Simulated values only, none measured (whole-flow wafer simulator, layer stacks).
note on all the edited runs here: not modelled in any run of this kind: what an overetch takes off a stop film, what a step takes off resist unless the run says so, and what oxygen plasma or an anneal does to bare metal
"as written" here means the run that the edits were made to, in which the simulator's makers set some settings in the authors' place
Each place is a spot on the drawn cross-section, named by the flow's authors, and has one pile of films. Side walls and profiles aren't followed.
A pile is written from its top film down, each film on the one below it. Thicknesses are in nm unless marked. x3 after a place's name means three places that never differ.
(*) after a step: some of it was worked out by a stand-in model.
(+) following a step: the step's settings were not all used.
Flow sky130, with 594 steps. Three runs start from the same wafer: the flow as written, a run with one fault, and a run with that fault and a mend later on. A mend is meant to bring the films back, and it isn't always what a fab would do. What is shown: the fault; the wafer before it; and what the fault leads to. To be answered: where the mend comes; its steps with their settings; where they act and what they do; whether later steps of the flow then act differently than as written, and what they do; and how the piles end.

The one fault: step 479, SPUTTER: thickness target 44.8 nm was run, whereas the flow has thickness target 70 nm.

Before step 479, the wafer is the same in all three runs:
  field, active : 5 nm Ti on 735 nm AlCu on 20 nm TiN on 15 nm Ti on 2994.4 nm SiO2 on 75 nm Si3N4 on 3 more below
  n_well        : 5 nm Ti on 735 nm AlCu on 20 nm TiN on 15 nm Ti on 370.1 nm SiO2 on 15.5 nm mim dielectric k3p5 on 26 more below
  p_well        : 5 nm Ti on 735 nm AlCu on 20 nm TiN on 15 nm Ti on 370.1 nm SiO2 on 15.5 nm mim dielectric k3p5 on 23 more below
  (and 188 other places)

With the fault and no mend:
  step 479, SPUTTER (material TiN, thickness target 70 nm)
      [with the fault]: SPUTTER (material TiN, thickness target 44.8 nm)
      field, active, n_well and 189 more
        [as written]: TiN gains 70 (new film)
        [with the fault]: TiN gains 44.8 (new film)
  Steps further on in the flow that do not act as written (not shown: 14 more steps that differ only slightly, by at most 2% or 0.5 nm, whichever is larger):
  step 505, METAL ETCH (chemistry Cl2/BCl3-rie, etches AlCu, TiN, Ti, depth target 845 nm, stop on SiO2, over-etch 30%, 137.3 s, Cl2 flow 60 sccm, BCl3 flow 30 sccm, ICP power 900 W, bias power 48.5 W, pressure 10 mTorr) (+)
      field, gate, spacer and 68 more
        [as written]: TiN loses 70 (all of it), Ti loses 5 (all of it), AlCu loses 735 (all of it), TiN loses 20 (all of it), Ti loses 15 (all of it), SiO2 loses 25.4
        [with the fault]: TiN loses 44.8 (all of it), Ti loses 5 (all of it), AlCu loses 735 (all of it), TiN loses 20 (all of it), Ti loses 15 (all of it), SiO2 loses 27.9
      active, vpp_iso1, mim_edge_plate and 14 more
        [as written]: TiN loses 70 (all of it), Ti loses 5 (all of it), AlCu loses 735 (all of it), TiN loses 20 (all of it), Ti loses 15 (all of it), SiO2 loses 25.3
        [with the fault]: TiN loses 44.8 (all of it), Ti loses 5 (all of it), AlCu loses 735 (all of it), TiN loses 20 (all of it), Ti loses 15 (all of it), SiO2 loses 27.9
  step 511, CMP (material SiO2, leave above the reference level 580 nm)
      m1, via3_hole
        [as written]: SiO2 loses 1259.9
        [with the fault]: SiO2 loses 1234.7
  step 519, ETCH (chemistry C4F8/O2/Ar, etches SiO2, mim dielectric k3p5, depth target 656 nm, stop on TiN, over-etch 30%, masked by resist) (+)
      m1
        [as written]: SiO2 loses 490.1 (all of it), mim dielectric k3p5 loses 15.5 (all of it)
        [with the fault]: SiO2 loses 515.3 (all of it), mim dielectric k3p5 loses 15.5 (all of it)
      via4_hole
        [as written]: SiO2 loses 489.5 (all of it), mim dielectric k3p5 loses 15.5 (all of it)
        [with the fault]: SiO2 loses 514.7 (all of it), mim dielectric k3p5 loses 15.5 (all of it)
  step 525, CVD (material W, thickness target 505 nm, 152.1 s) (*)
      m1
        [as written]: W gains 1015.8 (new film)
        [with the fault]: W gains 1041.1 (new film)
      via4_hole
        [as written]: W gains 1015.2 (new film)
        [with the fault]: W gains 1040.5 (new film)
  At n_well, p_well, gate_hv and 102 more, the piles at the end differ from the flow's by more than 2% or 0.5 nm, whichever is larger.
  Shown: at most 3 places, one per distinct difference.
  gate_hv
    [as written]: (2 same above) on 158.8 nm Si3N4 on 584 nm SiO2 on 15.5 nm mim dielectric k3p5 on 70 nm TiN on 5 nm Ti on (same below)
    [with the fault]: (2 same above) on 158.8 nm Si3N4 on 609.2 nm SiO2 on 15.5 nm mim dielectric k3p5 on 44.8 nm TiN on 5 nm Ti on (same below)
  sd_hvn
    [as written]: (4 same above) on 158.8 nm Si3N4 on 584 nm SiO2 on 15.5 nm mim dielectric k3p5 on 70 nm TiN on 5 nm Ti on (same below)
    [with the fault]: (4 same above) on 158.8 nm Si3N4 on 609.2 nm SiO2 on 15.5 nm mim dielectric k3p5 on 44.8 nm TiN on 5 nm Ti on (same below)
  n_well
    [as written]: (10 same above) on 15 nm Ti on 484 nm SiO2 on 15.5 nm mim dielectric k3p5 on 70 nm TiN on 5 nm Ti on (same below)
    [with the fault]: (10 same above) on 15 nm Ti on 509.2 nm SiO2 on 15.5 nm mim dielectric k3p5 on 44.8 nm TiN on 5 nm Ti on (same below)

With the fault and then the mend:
  The mend follows step 479.
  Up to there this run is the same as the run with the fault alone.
  step 479a, SPUTTER (material TiN, thickness target 25.2 nm) (the flow's step 479 again, with other settings)
      field, active, n_well and 189 more
        TiN gains 25.2
  Later steps of the flow that are run all act as written at every place that is followed.
  The piles end the same as the flow's at every place that both follow.
